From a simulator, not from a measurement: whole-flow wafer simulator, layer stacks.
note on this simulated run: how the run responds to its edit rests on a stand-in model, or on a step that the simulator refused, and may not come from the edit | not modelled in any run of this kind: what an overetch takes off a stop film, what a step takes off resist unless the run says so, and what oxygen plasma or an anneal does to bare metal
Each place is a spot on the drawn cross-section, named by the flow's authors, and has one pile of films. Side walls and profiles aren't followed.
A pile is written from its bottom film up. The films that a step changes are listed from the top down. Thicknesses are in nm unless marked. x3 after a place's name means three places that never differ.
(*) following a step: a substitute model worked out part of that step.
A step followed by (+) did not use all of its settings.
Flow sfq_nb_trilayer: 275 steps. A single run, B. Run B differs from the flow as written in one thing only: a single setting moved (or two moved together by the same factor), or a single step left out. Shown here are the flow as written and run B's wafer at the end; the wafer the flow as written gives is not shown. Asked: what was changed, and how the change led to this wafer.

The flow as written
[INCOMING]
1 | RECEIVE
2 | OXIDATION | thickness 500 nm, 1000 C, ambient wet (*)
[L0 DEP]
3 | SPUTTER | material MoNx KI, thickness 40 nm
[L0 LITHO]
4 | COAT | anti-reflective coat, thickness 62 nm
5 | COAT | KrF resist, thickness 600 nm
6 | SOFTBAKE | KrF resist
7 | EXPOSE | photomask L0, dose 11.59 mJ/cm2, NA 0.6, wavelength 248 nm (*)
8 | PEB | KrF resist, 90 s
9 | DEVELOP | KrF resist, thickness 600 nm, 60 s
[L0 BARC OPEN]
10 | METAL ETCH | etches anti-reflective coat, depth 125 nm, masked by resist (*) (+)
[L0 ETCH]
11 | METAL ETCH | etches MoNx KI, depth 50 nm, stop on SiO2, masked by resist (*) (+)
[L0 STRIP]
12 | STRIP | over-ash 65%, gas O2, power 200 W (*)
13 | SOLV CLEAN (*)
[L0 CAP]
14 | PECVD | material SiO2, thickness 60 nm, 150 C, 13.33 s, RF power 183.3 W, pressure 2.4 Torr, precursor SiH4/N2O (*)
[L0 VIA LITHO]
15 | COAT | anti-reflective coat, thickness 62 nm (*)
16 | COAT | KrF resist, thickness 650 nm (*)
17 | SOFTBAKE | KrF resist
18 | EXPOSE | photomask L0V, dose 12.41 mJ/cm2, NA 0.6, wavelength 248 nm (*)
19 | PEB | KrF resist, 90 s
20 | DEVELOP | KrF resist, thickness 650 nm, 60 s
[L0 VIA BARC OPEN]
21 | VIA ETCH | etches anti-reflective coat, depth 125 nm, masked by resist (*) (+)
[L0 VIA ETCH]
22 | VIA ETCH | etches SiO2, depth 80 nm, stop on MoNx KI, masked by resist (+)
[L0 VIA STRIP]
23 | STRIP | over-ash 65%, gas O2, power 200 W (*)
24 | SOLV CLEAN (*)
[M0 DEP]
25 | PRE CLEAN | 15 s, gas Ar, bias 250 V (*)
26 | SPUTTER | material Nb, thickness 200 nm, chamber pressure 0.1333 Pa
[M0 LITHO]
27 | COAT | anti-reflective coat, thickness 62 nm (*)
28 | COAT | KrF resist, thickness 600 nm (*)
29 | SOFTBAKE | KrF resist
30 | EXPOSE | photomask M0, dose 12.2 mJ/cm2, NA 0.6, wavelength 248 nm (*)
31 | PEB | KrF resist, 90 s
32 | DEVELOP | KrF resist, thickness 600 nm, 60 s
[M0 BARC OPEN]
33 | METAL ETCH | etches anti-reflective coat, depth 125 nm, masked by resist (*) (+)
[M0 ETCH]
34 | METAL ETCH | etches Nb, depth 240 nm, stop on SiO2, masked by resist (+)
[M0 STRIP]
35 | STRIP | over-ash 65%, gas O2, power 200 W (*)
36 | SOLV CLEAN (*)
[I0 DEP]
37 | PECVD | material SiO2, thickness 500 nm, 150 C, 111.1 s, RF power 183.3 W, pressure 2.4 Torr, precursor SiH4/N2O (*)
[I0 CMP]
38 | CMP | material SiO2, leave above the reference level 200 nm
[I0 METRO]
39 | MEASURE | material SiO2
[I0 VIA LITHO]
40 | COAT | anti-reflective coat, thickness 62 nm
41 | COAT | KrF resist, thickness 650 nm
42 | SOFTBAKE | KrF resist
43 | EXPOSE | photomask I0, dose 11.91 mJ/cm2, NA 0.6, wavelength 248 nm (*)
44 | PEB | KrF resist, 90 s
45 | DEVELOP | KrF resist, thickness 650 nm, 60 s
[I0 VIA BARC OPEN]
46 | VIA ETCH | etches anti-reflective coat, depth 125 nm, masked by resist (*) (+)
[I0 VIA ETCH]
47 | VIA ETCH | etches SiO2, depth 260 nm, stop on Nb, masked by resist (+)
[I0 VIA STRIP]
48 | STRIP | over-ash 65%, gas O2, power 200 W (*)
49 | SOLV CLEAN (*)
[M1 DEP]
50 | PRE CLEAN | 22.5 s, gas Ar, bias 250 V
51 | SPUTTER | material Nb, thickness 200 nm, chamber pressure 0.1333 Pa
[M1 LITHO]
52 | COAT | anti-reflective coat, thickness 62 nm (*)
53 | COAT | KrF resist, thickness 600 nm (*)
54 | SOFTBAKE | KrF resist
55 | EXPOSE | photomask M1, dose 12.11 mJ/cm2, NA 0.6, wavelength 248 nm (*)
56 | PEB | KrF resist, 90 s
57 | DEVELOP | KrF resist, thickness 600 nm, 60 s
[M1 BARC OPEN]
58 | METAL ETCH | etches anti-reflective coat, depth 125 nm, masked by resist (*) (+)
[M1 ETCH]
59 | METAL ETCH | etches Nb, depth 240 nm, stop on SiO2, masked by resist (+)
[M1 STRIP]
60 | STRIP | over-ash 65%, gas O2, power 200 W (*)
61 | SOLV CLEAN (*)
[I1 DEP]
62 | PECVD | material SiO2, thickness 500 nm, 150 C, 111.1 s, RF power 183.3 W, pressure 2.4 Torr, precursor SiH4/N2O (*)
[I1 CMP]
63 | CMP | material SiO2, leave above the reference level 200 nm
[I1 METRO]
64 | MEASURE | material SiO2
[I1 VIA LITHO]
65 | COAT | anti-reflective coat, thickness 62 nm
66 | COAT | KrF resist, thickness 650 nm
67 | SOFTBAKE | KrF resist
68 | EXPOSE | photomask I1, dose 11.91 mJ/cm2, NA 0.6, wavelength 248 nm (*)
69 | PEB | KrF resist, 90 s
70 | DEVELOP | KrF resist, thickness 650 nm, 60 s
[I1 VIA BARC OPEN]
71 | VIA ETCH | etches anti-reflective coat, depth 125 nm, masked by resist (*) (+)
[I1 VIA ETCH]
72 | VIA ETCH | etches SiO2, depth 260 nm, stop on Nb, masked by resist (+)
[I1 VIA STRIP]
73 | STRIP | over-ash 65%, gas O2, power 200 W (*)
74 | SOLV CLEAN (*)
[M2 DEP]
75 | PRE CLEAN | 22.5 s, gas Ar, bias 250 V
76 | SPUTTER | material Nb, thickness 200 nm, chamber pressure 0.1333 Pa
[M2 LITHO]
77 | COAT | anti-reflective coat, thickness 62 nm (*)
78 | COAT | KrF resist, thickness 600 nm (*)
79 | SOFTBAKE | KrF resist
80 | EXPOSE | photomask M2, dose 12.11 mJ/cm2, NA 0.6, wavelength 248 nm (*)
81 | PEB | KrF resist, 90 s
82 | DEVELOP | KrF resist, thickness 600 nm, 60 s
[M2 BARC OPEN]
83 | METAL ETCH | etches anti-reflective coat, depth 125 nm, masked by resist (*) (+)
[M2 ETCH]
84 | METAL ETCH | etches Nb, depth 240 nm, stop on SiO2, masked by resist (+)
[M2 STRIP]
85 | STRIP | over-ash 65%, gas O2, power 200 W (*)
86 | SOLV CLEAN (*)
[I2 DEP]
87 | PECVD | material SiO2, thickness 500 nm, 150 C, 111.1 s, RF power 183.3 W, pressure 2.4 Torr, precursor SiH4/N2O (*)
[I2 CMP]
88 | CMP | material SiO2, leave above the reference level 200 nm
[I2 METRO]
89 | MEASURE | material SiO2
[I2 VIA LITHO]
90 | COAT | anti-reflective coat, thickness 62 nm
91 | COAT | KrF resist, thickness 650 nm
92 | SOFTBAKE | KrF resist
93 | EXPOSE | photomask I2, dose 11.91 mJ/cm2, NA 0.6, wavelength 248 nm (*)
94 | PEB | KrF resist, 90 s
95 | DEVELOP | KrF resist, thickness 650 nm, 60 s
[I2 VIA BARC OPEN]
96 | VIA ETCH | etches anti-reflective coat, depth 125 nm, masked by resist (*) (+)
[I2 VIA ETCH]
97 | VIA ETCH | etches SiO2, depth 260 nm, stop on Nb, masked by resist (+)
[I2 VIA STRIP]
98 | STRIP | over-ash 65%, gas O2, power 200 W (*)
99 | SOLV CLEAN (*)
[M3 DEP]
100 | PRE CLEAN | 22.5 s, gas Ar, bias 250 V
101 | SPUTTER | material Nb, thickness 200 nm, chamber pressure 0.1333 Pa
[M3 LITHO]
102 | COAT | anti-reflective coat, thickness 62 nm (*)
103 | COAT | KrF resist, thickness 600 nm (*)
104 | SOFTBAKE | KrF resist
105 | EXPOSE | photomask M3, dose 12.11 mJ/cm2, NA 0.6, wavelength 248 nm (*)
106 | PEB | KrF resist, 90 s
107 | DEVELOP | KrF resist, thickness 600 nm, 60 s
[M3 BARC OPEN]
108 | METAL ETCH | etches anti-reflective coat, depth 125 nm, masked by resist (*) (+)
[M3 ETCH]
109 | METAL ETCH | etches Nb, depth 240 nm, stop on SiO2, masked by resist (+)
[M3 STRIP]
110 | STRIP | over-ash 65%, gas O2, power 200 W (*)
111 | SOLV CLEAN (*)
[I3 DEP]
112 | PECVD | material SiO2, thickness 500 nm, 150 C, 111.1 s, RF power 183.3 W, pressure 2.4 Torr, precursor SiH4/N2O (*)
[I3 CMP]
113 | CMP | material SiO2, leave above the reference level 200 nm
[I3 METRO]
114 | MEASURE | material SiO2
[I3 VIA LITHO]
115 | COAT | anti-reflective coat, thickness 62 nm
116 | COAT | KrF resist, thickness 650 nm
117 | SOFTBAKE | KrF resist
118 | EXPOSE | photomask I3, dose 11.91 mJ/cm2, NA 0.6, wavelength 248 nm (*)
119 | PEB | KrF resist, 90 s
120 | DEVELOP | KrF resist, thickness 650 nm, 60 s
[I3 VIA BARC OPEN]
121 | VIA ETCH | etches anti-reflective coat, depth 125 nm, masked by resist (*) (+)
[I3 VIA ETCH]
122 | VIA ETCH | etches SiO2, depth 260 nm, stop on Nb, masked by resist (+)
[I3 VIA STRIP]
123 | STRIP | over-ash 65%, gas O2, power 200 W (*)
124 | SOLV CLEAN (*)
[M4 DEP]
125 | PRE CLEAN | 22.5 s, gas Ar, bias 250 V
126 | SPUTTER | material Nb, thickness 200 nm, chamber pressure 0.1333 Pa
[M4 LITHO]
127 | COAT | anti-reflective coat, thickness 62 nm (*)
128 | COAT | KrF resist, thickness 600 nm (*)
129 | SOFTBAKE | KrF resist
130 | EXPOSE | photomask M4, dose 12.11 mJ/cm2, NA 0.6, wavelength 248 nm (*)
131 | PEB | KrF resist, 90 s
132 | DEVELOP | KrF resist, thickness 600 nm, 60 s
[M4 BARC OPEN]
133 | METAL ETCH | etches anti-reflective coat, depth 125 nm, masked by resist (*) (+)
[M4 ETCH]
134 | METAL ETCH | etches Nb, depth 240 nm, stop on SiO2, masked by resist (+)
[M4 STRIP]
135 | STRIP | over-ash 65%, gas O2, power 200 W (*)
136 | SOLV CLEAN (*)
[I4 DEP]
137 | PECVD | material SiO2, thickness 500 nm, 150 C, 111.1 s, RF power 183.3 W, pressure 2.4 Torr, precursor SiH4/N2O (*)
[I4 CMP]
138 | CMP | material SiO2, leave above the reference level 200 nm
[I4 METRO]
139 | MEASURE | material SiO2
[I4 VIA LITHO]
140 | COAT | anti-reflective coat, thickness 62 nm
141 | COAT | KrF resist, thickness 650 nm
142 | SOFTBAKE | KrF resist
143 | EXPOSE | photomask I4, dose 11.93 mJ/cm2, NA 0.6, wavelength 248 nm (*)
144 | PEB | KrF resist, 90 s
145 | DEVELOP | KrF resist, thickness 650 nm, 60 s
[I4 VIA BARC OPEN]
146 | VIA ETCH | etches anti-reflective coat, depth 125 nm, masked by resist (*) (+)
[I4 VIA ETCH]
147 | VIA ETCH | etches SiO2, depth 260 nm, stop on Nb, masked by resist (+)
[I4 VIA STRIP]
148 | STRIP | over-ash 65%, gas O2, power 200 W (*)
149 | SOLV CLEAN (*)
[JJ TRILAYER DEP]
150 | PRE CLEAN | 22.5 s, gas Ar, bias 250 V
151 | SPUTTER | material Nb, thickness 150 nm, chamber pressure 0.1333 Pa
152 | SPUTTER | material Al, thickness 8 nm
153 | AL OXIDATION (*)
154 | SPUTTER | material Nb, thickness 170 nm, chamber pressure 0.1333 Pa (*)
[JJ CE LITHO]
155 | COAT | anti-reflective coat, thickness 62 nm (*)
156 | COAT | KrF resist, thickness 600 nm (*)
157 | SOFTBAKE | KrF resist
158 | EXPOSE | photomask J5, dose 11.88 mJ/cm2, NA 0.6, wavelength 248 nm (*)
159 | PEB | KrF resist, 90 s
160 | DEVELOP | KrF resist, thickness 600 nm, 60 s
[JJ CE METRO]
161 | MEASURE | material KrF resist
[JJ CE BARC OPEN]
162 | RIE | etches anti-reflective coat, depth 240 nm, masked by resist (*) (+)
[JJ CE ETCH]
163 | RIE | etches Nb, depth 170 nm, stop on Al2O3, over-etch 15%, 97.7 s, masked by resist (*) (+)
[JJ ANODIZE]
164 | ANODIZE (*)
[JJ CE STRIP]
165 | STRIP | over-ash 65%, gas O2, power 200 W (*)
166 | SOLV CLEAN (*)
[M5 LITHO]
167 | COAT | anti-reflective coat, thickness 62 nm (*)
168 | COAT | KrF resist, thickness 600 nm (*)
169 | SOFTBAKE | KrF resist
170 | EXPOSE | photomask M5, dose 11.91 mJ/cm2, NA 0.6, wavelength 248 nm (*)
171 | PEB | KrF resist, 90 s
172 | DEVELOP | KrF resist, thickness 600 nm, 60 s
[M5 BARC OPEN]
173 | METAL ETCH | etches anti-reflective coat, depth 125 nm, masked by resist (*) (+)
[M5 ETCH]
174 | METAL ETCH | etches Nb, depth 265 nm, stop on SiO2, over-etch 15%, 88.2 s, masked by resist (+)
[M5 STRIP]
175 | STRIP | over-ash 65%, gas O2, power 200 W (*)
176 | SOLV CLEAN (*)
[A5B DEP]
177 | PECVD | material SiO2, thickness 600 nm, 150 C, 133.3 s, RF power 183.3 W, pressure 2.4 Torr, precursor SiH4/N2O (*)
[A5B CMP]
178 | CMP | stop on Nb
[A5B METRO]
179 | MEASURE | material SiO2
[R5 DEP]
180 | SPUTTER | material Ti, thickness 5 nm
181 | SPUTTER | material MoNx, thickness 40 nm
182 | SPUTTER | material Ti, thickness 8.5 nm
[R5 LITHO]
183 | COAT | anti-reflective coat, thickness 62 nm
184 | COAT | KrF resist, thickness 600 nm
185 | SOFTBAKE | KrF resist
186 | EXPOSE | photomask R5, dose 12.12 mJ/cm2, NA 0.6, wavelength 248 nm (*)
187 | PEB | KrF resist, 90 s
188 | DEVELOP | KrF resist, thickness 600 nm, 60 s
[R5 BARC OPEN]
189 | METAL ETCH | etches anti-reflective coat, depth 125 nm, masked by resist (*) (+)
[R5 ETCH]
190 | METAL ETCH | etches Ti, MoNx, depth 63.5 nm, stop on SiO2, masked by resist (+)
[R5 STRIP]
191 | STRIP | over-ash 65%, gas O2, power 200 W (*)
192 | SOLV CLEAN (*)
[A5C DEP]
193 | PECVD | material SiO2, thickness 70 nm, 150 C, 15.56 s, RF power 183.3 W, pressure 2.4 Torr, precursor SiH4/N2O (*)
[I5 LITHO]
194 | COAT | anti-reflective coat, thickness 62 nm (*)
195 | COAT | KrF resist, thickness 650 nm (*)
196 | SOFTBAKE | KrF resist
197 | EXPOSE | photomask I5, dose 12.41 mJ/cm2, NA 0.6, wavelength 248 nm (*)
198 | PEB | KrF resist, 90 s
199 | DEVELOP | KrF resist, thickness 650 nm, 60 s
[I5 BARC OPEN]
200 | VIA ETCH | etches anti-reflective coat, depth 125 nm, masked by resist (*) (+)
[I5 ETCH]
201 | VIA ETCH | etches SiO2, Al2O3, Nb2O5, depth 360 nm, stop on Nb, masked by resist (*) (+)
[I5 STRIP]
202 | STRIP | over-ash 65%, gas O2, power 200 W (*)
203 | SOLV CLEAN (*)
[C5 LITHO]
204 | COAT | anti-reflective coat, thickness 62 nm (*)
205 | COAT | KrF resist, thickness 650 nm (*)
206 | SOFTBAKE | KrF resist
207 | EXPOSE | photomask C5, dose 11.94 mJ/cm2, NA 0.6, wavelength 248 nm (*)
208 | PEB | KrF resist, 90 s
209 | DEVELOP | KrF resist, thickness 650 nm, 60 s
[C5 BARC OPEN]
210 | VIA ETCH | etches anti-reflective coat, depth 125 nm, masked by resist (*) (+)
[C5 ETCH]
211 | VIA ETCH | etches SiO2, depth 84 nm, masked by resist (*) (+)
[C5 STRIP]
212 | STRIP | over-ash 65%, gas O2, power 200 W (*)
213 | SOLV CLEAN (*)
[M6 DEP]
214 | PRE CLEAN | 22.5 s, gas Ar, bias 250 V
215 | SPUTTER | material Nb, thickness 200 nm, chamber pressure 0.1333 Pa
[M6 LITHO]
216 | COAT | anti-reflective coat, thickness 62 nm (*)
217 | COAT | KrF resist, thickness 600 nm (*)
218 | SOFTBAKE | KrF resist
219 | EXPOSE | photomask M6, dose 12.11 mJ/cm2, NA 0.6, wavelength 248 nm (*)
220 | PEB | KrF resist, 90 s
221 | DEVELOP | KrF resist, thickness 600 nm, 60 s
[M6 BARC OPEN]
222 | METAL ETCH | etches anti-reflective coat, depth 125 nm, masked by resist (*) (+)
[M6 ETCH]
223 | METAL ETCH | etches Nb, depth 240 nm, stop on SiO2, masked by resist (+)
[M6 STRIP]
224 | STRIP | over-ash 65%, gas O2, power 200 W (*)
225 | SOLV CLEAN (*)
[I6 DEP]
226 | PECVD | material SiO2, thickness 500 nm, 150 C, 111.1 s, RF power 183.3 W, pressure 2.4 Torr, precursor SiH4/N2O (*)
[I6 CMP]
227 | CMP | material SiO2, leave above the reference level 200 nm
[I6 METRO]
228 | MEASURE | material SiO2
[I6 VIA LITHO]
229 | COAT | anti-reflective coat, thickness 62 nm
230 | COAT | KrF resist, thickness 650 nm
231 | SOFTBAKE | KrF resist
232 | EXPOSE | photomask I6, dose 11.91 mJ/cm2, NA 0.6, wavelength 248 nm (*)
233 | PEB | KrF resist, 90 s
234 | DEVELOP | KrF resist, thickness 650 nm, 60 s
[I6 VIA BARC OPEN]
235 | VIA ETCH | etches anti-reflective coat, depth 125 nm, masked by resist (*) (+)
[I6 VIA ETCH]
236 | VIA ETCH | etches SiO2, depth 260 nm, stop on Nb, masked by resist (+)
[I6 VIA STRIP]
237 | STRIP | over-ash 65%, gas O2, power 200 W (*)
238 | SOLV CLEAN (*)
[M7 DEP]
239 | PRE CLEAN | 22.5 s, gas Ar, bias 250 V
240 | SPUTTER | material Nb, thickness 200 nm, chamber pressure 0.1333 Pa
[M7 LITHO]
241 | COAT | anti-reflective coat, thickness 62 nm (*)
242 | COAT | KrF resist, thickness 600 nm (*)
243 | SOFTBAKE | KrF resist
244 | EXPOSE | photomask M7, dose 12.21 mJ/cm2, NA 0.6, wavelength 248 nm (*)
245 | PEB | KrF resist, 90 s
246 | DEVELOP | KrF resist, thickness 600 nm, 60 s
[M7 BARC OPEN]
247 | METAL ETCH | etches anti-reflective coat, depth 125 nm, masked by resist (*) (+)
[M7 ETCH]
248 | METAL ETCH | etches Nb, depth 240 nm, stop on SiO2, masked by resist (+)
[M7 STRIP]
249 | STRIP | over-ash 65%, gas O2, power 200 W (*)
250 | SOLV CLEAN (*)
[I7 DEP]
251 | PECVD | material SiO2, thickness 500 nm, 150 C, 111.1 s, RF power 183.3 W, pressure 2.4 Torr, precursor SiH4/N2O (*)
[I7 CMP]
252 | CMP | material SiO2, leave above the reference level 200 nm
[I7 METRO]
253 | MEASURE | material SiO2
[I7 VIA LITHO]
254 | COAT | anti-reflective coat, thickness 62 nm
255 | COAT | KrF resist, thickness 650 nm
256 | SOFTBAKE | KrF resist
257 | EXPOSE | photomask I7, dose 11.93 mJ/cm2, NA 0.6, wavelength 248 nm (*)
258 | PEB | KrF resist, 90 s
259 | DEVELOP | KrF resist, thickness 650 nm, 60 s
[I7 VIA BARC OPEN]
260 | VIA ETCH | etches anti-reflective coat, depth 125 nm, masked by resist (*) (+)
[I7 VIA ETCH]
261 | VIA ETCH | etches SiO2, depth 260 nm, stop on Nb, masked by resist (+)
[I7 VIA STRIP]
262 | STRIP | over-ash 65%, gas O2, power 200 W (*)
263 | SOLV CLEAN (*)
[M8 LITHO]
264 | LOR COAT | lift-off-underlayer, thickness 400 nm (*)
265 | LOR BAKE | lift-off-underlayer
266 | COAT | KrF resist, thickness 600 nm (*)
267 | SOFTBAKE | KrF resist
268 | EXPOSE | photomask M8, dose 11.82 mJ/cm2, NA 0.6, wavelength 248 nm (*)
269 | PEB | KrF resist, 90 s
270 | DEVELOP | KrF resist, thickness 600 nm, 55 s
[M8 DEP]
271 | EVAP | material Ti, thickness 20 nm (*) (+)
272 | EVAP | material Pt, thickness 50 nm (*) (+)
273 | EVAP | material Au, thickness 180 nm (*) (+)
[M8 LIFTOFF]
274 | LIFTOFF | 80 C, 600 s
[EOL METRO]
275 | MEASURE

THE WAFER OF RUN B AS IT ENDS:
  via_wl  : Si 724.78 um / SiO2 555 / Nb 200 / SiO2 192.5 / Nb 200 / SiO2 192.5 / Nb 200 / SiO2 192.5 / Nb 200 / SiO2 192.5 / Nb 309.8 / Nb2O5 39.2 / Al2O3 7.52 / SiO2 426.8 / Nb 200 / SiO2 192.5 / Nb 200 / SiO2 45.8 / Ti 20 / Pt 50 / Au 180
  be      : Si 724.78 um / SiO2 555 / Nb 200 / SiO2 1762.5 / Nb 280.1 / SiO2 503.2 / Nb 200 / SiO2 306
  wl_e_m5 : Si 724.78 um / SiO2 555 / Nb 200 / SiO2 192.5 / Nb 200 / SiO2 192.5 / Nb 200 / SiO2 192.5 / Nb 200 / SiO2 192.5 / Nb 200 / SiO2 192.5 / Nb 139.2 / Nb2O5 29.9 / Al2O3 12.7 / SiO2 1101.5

Cause: step 252, CMP: leave above the reference level 306 nm was run, while the flow as written has leave above the reference level 200 nm.
One can read it off the wafer: be has SiO2 306, and step 252 as written asks for 200 nm.

Step by step, how the change led to this:
  252 | CMP | material SiO2, leave above the reference level 200 nm
      field_l, p4_fl, p4_fm and 56 more: nothing (as written it would have been: SiO2 loses 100)
      field_r, lsp_l: nothing (as written it would have been: SiO2 loses 77.7)
      (also at 45 further places)
  254 | COAT | anti-reflective coat, thickness 62 nm
      m5r_linepad_l, m5r_linepad_r, r5r_spacepad_l, r5r_spacepad_r: anti-reflective coat gains 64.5 (new film) (as written it would have been: anti-reflective coat gains 62 (new film))
      m8r_pad_l, m8r_pad_r: anti-reflective coat gains 63.7 (new film) (as written it would have been: anti-reflective coat gains 62 (new film))
      (also at 9 further places)
  261 | VIA ETCH | etches SiO2, depth 260 nm, stop on Nb, masked by resist (+)
      via_wl, via_w, via_wr: SiO2 loses 260 (as written it would have been: SiO2 loses 199.8 (all of it))
  262 | STRIP | over-ash 65%, gas O2, power 200 W (*)
      m5r_linepad_l, m5r_linepad_r: KrF resist loses 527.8 (all of it), anti-reflective coat loses 64.5 (all of it) (as written it would have been: KrF resist loses 528.6 (all of it), anti-reflective coat loses 62 (all of it))
      r5r_spacepad_l, r5r_spacepad_r: KrF resist loses 528.1 (all of it), anti-reflective coat loses 64.5 (all of it) (as written it would have been: KrF resist loses 528.6 (all of it), anti-reflective coat loses 62 (all of it))
      (also at 11 further places)
  264 | LOR COAT | lift-off-underlayer, thickness 400 nm (*)
      v_sur: lift-off-underlayer gains 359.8 (new film) (as written it would have been: lift-off-underlayer gains 369.4 (new film))
      via_wl: lift-off-underlayer gains 592.7 (new film) (as written it would have been: lift-off-underlayer gains 549.8 (new film))
      (also at 6 further places)
  270 | DEVELOP | KrF resist, thickness 600 nm, 55 s
      v_sur: KrF resist loses 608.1 (all of it), lift-off-underlayer loses 359.8 (all of it) (as written it would have been: KrF resist loses 607.3 (all of it), lift-off-underlayer loses 369.4 (all of it))
      via_wl: KrF resist loses 631.4 (all of it), lift-off-underlayer loses 592.7 (all of it) (as written it would have been: KrF resist loses 623.9 (all of it), lift-off-underlayer loses 549.8 (all of it))
      (also at 3 further places)
  274 | LIFTOFF | 80 C, 600 s
      field_r: Au loses 180 (all of it), Pt loses 50 (all of it), Ti loses 20 (all of it), KrF resist loses 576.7 (all of it), lift-off-underlayer loses 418 (all of it) (as written it would have been: Au loses 180 (all of it), Pt loses 50 (all of it), Ti loses 20 (all of it), KrF resist loses 573.5 (all of it), lift-off-underlayer loses 399.6 (all of it))
      lsp_l: Au loses 180 (all of it), Pt loses 50 (all of it), Ti loses 20 (all of it), KrF resist loses 577.3 (all of it), lift-off-underlayer loses 417 (all of it) (as written it would have been: Au loses 180 (all of it), Pt loses 50 (all of it), Ti loses 20 (all of it), KrF resist loses 573.4 (all of it), lift-off-underlayer loses 399.6 (all of it))
      (also at 1 further place)
If metal films that touch count as one body, via_wl has 8 bodies (between them, from the top down: SiO2 45.8; SiO2 192.5; SiO2 426.8 / Al2O3 7.52 / Nb2O5 39.2; SiO2 192.5; SiO2 192.5; SiO2 192.5; SiO2 192.5); the flow as written gives 7 bodies (between them, from the top down: SiO2 192.5; SiO2 426.8 / Al2O3 7.52 / Nb2O5 39.2; SiO2 192.5; SiO2 192.5; SiO2 192.5; SiO2 192.5).
